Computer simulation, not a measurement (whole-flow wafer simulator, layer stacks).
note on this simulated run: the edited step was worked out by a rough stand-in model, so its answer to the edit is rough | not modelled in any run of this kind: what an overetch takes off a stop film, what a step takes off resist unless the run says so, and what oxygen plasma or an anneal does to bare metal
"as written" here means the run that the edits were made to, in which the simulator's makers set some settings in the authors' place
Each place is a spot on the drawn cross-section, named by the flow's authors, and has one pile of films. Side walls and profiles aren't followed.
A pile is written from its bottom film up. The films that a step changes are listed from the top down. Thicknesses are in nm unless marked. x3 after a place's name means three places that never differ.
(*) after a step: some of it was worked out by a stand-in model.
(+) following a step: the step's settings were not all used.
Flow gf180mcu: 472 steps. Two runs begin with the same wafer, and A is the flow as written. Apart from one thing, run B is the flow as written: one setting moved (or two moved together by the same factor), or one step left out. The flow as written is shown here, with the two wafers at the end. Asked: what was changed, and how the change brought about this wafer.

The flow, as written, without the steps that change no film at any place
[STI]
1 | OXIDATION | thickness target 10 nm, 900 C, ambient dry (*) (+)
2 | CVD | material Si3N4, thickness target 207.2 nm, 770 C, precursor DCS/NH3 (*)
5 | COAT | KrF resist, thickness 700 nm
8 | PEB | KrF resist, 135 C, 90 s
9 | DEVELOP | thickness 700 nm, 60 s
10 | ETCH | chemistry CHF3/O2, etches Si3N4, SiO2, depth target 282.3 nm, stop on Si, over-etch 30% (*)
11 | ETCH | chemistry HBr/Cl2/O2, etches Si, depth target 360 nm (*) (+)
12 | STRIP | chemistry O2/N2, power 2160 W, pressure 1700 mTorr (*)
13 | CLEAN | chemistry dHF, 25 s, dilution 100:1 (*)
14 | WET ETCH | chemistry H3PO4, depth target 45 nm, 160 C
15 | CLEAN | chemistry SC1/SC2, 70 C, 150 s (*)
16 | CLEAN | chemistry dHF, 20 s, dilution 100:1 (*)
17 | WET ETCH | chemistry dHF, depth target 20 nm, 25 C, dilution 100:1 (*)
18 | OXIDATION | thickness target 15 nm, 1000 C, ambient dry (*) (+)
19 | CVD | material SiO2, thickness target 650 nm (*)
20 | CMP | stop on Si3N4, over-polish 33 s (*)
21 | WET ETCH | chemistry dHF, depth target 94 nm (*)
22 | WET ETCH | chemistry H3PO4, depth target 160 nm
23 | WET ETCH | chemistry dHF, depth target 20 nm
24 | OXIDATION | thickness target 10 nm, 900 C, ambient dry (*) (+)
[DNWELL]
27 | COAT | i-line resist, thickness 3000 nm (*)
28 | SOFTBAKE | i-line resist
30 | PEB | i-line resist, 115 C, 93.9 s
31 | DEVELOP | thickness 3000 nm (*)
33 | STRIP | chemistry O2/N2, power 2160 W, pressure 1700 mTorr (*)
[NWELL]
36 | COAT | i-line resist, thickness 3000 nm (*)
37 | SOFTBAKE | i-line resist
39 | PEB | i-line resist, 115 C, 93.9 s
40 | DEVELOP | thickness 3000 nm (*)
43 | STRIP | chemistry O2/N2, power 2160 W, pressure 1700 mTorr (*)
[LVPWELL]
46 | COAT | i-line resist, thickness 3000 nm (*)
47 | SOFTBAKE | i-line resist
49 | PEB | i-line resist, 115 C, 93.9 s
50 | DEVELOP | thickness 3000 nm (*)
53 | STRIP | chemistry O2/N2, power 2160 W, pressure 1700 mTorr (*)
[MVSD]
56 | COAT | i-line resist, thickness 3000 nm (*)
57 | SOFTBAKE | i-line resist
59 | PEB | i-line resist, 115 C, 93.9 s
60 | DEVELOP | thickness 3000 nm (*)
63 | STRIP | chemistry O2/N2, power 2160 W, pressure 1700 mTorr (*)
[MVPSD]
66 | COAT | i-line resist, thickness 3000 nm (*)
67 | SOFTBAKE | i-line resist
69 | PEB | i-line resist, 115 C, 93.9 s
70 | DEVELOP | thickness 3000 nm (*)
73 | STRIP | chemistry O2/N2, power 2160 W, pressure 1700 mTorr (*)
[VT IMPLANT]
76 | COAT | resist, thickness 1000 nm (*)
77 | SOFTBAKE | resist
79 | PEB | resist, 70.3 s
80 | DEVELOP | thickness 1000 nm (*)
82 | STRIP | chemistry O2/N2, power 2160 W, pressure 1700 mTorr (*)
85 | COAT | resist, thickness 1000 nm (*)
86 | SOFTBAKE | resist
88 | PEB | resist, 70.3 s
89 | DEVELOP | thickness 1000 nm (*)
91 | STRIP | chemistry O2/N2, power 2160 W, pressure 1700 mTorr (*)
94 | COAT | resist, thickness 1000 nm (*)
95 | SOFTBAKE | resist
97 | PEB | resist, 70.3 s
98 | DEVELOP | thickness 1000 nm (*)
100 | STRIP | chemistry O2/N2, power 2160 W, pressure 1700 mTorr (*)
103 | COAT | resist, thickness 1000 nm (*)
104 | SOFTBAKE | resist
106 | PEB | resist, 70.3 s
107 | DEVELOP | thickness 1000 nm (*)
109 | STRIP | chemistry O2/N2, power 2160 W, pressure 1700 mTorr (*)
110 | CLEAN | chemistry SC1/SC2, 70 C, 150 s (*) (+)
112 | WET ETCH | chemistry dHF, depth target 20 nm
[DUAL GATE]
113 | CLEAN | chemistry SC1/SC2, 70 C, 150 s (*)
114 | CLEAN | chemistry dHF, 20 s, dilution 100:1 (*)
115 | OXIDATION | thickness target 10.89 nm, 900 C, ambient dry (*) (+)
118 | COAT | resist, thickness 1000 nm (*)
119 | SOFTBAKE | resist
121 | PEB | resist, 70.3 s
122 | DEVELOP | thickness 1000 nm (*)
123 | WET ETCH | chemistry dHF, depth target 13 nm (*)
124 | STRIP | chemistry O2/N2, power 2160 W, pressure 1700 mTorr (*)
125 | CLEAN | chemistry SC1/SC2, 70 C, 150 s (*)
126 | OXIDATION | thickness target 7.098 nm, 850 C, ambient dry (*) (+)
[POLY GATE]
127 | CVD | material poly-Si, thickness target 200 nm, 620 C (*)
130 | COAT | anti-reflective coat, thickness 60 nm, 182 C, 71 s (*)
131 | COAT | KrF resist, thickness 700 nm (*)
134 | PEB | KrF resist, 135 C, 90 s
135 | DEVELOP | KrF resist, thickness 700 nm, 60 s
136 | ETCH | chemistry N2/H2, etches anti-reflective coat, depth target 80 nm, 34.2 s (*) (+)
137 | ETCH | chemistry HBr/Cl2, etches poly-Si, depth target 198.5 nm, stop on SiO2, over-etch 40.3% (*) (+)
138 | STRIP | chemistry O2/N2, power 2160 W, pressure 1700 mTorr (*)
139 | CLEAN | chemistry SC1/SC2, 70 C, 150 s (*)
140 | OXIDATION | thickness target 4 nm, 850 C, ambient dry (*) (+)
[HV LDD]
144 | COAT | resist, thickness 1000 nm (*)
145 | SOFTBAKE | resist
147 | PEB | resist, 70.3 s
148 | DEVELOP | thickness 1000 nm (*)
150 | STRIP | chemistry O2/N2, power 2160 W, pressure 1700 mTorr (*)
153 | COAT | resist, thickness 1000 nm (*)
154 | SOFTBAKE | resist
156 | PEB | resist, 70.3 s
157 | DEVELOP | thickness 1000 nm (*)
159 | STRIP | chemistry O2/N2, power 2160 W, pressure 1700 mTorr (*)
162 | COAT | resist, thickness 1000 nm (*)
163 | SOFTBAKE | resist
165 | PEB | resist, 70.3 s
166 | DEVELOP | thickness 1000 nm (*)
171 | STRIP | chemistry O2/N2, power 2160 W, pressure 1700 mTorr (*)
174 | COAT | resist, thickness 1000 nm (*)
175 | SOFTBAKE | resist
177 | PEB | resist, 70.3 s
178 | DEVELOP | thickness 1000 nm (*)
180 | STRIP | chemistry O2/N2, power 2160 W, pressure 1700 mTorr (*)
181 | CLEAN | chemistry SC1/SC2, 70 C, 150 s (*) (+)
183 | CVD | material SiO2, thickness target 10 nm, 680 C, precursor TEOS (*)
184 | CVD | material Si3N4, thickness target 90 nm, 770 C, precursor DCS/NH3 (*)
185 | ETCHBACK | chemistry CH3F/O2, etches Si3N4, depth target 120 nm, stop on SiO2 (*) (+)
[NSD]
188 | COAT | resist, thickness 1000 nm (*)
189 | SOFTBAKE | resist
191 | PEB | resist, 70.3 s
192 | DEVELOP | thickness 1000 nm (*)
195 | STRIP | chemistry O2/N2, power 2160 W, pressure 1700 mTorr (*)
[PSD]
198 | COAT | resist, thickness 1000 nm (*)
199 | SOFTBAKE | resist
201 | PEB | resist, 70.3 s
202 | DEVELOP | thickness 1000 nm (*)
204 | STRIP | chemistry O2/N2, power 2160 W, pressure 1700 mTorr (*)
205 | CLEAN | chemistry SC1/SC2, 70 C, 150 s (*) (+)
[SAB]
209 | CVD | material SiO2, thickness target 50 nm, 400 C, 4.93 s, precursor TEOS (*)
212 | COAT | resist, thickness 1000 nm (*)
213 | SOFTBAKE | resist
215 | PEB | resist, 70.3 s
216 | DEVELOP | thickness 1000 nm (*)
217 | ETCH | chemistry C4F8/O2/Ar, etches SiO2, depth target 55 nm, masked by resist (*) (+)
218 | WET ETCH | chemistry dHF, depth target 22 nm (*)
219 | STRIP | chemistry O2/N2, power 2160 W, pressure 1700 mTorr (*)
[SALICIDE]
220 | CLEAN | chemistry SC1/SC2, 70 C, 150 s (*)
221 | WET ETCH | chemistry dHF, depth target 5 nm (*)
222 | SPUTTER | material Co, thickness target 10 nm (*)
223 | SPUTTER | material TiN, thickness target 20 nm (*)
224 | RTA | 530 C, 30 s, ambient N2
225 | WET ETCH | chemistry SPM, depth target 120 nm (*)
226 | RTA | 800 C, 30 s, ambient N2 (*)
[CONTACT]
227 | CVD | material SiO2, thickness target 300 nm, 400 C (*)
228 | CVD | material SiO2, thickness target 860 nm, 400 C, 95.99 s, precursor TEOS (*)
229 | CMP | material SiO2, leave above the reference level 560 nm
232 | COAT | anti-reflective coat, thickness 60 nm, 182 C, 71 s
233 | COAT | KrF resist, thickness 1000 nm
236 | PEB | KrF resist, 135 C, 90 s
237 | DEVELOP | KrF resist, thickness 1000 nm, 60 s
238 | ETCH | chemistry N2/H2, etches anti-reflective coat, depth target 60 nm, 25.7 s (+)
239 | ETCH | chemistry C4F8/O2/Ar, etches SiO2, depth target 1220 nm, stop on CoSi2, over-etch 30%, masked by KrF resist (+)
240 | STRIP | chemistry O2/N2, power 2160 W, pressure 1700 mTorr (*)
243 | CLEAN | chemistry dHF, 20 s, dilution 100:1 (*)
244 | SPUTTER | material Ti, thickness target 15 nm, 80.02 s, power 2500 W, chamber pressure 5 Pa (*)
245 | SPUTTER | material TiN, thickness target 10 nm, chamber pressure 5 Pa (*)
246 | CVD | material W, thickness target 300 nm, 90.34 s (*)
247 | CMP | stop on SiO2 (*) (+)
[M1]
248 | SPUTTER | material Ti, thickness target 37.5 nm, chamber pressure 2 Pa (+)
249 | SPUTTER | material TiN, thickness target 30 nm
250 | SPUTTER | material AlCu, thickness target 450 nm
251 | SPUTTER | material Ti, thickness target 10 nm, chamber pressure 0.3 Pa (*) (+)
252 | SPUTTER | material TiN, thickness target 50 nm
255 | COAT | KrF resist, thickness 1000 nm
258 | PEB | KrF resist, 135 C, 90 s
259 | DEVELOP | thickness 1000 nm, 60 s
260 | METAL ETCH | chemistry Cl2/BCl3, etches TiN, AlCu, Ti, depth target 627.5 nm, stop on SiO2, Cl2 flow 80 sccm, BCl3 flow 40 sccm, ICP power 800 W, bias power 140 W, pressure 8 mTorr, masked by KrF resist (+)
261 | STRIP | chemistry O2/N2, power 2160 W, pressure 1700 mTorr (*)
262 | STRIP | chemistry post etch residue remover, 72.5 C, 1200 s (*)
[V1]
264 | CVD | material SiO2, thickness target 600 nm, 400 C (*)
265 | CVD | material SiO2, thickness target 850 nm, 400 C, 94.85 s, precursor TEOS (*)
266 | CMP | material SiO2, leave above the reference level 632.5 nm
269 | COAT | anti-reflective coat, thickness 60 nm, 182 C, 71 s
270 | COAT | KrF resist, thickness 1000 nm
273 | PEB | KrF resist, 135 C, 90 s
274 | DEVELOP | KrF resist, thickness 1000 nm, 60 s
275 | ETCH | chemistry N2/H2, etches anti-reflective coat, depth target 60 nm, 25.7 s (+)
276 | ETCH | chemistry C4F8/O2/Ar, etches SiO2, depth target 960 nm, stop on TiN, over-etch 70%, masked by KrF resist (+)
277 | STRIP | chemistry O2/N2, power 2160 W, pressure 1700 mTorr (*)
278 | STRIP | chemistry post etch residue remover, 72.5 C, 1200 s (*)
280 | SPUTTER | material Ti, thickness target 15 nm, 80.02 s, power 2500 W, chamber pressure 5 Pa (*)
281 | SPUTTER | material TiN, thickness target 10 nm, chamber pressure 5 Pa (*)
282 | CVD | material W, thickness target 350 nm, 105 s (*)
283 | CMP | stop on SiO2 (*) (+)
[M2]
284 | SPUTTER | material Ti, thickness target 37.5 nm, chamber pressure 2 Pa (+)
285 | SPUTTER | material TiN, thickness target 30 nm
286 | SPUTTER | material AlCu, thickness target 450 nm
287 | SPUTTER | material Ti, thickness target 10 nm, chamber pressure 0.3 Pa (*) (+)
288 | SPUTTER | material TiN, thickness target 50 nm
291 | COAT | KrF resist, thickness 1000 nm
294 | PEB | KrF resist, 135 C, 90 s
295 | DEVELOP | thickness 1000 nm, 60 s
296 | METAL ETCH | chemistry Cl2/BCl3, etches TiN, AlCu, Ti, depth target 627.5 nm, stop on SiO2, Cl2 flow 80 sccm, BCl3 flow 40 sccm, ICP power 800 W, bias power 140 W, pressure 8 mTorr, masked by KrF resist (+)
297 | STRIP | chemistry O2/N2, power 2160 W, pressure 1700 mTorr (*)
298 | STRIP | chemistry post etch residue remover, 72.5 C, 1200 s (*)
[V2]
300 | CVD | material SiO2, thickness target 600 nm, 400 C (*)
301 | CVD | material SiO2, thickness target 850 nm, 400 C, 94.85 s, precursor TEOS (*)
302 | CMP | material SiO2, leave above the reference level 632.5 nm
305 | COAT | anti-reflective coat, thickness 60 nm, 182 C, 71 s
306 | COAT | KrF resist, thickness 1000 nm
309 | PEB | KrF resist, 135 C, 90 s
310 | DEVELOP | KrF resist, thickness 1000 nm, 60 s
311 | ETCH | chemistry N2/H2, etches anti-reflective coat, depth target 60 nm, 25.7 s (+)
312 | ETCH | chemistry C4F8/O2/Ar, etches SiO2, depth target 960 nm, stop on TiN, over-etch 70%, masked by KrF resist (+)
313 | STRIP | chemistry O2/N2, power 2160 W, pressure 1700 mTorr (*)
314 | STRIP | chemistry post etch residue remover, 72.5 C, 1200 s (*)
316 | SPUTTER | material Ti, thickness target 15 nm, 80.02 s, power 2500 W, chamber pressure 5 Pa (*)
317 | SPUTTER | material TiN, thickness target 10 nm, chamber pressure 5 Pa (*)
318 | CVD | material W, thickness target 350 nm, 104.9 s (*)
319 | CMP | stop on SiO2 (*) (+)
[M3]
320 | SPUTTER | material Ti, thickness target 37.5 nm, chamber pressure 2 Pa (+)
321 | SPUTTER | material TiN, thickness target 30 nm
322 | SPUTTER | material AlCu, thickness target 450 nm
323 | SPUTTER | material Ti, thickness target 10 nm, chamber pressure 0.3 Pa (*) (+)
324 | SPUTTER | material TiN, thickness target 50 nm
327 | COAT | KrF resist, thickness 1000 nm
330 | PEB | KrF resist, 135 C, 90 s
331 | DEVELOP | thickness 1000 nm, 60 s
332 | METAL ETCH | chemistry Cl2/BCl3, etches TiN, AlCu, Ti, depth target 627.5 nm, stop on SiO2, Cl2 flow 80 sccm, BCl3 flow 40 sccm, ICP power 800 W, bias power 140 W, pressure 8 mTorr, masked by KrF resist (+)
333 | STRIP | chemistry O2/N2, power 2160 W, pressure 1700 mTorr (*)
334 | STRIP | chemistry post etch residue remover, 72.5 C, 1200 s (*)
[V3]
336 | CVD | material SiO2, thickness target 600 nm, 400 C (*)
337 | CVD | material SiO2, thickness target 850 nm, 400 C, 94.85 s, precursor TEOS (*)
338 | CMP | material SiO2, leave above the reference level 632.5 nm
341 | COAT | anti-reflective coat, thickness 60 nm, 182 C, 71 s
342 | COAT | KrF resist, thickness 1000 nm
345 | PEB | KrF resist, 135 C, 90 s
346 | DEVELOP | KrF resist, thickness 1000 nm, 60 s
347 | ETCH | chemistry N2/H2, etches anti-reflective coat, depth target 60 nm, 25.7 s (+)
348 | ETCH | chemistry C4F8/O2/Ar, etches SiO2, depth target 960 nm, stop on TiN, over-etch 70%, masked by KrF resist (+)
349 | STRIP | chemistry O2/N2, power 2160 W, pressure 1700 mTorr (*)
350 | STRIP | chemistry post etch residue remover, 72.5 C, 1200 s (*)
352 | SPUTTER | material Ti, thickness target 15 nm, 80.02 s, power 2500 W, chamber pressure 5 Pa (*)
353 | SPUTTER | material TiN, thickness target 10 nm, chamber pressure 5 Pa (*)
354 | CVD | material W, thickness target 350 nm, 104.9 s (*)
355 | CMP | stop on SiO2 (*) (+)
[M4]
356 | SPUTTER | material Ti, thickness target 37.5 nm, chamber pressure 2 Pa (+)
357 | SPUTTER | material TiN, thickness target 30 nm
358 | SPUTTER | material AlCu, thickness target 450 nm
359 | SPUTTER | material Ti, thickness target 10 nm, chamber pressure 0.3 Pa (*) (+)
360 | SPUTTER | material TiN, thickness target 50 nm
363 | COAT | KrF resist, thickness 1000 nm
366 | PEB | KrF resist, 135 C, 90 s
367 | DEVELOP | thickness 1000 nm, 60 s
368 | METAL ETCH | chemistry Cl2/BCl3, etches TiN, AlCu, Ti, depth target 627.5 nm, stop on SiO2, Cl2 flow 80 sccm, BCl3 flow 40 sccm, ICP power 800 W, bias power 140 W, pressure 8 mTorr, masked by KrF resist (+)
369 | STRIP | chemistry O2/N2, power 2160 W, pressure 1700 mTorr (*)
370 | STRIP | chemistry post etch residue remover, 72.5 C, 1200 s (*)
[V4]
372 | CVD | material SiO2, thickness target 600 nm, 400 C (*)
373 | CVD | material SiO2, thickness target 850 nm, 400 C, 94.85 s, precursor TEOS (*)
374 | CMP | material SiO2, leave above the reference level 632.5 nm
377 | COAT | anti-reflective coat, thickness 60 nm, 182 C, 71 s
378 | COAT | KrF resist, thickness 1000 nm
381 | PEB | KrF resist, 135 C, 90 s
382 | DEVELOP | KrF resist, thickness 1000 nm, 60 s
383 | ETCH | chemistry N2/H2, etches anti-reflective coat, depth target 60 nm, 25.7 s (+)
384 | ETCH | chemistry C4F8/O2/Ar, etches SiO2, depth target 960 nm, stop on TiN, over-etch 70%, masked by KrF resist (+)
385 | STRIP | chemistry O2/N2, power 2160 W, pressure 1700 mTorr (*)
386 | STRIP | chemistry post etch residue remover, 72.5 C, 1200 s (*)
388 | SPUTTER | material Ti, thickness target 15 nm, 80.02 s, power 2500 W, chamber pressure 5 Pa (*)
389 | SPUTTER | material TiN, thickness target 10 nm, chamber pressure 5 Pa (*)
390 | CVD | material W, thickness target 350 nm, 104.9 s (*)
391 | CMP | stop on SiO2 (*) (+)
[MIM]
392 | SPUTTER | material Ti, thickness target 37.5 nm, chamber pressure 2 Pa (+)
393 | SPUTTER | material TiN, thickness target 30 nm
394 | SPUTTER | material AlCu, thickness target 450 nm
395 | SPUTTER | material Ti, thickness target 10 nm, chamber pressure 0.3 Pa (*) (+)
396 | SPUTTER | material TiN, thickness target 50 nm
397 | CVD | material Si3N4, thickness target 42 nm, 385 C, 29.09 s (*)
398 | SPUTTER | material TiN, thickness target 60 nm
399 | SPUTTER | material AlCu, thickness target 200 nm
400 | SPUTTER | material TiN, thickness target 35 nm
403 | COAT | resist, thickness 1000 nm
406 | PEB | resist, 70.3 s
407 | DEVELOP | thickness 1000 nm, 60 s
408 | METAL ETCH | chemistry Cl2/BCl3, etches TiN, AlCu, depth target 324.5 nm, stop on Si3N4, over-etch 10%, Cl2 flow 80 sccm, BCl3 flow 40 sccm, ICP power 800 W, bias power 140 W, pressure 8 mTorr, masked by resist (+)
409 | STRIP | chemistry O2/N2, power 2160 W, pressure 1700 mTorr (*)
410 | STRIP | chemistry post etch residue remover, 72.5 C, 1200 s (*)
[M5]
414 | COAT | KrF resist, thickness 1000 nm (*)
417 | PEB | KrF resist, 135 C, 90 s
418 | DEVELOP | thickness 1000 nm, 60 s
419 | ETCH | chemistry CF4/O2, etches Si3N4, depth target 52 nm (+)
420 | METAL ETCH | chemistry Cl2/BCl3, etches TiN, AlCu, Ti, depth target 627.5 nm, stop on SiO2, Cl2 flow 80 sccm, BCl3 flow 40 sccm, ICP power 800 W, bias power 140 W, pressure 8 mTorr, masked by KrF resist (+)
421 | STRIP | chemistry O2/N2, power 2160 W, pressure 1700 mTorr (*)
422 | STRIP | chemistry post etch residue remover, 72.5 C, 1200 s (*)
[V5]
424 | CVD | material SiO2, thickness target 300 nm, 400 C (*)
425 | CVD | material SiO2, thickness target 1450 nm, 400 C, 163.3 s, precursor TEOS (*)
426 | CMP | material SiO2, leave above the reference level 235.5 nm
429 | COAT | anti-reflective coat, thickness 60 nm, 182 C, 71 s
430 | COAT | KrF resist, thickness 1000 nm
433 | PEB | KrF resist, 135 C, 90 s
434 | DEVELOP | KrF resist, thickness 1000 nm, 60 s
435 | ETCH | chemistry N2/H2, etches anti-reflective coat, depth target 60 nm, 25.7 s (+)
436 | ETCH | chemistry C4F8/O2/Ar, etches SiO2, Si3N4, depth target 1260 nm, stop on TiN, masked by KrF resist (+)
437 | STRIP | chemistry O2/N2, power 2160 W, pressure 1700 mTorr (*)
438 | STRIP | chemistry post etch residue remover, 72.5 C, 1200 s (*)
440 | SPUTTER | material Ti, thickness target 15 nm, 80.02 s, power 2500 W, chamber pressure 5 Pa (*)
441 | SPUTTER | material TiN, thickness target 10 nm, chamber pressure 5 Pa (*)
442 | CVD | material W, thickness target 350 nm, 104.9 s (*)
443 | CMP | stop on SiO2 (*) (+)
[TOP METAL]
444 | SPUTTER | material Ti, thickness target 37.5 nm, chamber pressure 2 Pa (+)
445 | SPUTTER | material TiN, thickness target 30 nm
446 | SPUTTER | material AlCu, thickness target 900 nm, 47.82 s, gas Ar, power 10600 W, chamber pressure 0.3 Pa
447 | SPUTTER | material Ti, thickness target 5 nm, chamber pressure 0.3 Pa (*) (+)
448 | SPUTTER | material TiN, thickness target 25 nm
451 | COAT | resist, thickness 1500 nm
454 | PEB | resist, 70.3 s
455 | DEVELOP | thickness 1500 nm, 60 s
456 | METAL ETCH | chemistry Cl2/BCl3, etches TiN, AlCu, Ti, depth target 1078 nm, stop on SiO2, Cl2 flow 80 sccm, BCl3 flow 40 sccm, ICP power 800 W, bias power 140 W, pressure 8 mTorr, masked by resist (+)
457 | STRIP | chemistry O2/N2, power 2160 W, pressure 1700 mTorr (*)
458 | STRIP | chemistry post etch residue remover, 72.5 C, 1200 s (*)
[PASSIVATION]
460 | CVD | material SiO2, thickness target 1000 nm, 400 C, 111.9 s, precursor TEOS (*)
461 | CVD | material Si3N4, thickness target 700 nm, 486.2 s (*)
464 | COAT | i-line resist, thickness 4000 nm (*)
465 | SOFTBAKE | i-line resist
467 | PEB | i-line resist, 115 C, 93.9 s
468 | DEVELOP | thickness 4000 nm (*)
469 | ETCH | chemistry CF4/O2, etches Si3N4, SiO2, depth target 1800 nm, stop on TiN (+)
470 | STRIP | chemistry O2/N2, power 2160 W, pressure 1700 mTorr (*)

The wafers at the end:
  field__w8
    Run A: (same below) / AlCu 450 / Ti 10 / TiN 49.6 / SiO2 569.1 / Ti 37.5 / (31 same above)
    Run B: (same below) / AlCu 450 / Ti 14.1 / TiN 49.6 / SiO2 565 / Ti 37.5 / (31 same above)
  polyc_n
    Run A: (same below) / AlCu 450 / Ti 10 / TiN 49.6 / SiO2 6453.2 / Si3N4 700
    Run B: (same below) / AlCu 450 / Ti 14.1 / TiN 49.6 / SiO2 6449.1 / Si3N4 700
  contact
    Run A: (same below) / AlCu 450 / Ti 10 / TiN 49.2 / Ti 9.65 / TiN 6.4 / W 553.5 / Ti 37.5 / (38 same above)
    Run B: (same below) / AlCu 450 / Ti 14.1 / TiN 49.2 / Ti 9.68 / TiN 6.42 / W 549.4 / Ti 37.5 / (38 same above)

What caused this: step 251, SPUTTER: thickness target 14.1 nm was run, while the flow as written has thickness target 10 nm.
The wafer itself shows it: field__w8 has Ti 14.1, and step 251 as written asks for 10 nm.

Step by step, how the change led to this:
  251 | SPUTTER | material Ti, thickness target 10 nm, chamber pressure 0.3 Pa (*) (+)
      field, field__w1, field__w2 and 108 more: A +10 Ti (new film) | B +14.1 Ti (new film)
  260 | METAL ETCH | chemistry Cl2/BCl3, etches TiN, AlCu, Ti, depth target 627.5 nm, stop on SiO2, Cl2 flow 80 sccm, BCl3 flow 40 sccm, ICP power 800 W, bias power 140 W, pressure 8 mTorr, masked by KrF resist (+)
      field, field__w1, field__w2 and 99 more: A -50 TiN (all of it), -10 Ti (all of it), -450 AlCu (all of it), -30 TiN (all of it), -37.5 Ti (all of it) | B -50 TiN (all of it), -14.1 Ti (all of it), -450 AlCu (all of it), -30 TiN (all of it), -37.5 Ti (all of it)
